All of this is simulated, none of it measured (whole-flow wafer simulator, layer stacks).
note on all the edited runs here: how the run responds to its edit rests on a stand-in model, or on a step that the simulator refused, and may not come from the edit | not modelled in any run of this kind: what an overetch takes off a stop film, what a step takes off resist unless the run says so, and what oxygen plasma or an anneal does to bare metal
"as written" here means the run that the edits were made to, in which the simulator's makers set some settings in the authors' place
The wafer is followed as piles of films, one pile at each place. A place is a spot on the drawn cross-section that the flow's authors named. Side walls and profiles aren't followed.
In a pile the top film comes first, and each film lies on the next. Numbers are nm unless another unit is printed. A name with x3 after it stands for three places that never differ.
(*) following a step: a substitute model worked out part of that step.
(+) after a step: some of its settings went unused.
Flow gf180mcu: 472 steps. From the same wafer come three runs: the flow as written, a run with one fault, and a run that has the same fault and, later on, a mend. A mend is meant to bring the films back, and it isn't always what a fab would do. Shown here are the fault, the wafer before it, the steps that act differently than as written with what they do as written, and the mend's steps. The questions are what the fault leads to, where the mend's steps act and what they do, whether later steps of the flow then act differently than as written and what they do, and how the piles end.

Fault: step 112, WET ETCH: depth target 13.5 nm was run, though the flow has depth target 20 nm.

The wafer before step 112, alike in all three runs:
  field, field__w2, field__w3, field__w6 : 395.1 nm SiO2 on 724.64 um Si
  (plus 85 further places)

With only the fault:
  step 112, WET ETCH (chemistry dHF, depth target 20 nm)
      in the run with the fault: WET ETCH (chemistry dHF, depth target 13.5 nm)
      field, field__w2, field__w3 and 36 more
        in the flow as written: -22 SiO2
        in the run with the fault: -14.9 SiO2
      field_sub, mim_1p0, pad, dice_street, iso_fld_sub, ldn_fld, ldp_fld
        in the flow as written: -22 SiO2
        in the run with the fault: -14.8 SiO2
  Steps later in the flow that act otherwise than as written (not shown: 54 more steps that differ only slightly, by at most 2% or 0.5 nm, whichever is larger):
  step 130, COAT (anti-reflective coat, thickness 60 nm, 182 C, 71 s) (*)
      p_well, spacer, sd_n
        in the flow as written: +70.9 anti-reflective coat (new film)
        in the run with the fault: +77.7 anti-reflective coat (new film)
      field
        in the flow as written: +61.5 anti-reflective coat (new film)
        in the run with the fault: +59.2 anti-reflective coat (new film)
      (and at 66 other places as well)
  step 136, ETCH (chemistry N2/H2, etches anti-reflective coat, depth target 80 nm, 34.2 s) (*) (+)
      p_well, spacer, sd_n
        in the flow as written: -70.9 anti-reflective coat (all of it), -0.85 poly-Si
        in the run with the fault: -77.7 anti-reflective coat (all of it), -0.67 poly-Si
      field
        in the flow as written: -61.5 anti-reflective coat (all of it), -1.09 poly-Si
        in the run with the fault: -59.2 anti-reflective coat (all of it), -1.15 poly-Si
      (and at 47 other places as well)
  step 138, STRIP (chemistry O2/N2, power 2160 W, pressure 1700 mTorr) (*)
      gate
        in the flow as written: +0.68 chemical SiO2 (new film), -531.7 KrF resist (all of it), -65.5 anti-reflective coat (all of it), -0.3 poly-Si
        in the run with the fault: +0.68 chemical SiO2 (new film), -532 KrF resist (all of it), -68.6 anti-reflective coat (all of it), -0.3 poly-Si
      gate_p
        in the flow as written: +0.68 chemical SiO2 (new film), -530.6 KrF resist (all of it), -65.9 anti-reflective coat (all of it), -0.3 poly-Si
        in the run with the fault: +0.68 chemical SiO2 (new film), -530.7 KrF resist (all of it), -69.4 anti-reflective coat (all of it), -0.3 poly-Si
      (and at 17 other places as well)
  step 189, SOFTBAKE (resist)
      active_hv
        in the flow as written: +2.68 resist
        in the run with the fault: -0.45 resist
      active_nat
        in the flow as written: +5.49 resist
        in the run with the fault: +9.3 resist
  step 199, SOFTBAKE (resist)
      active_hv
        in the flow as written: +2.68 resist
        in the run with the fault: -0.45 resist
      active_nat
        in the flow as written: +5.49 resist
        in the run with the fault: +9.3 resist
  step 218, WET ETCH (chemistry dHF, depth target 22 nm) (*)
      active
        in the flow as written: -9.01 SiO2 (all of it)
        in the run with the fault: -8.15 SiO2 (all of it)
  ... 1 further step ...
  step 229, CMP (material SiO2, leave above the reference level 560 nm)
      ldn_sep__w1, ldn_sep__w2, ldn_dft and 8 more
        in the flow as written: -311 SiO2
        in the run with the fault: -318.1 SiO2
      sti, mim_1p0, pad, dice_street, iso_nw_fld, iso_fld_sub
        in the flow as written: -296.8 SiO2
        in the run with the fault: -304 SiO2
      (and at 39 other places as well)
  The piles end different from the flow's at ld_sd_n by more than 2% or 0.5 nm, whichever is larger.
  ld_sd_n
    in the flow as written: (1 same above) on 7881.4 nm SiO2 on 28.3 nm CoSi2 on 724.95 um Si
    in the run with the fault: (1 same above) on 7881.4 nm SiO2 on 27.7 nm CoSi2 on 724.95 um Si

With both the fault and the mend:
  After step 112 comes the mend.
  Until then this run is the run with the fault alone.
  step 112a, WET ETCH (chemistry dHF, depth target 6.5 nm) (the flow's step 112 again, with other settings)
      field, field__w2, field__w3 and 43 more
        -6.5 SiO2
  Steps later in the flow that act otherwise than as written (not shown: 56 more steps that differ only slightly, by at most 2% or 0.5 nm, whichever is larger):
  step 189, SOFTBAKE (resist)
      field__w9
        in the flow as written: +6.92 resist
        in the run with the mend: -3.07 resist
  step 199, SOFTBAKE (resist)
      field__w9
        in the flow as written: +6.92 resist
        in the run with the mend: -3.07 resist
  The piles end only slightly different from the flow's at the places that both follow, by no more than 2% or 0.5 nm, whichever is larger.
